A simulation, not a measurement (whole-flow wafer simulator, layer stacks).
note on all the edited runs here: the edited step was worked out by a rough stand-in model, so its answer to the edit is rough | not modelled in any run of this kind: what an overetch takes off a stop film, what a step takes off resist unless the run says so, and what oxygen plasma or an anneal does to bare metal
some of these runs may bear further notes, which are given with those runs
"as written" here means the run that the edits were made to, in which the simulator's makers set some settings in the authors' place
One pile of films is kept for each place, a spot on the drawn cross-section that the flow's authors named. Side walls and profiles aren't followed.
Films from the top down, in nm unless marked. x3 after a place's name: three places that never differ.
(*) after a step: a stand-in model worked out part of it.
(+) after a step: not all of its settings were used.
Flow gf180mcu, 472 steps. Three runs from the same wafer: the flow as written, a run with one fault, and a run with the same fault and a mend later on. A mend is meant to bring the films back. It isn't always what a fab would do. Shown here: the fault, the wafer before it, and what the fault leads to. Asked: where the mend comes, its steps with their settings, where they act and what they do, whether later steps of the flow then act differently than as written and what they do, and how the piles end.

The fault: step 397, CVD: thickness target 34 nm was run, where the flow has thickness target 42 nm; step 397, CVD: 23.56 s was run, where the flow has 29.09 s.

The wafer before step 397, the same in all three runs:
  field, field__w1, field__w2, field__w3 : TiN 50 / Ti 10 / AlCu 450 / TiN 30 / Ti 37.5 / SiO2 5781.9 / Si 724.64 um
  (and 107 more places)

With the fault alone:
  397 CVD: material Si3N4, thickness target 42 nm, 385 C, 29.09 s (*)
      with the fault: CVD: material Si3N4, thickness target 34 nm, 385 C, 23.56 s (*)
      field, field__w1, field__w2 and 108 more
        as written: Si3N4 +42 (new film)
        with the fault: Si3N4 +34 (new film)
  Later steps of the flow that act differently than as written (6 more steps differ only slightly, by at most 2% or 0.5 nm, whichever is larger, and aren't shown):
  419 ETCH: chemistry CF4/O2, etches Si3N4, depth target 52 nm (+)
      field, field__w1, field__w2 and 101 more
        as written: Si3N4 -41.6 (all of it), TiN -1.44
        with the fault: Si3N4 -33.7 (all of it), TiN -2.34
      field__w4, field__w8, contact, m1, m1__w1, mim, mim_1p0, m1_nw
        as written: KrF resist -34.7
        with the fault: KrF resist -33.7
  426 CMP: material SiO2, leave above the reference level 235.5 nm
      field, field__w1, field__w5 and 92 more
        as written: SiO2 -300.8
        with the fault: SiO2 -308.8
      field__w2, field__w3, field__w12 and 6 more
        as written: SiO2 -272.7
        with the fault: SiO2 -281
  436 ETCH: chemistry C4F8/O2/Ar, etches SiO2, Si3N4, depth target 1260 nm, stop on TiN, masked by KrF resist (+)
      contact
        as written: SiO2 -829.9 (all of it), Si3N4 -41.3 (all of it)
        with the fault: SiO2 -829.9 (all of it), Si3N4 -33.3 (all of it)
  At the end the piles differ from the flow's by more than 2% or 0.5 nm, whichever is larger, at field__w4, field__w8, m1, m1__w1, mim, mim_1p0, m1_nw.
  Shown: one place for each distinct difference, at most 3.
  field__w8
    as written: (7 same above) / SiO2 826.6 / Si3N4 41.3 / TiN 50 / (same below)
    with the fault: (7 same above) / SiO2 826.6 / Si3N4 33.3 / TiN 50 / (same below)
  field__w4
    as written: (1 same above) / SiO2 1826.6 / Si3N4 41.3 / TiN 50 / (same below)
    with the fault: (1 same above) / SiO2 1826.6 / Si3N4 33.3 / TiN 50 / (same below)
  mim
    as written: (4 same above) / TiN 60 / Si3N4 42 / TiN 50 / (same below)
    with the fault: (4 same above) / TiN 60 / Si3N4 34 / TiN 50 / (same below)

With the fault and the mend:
  The mend comes after step 397.
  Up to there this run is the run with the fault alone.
  397a CVD: material Si3N4, thickness target 8 nm, 385 C, 5.54 s (the flow's step 397 once more, with other settings)
      field, field__w1, field__w2 and 108 more
        Si3N4 +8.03
  No later step of the flow acts differently than as written, at any place that is followed, by more than 2% or 0.5 nm, whichever is larger.
  At the end the piles differ from the flow's only slightly at the places that both follow, by at most 2% or 0.5 nm, whichever is larger.
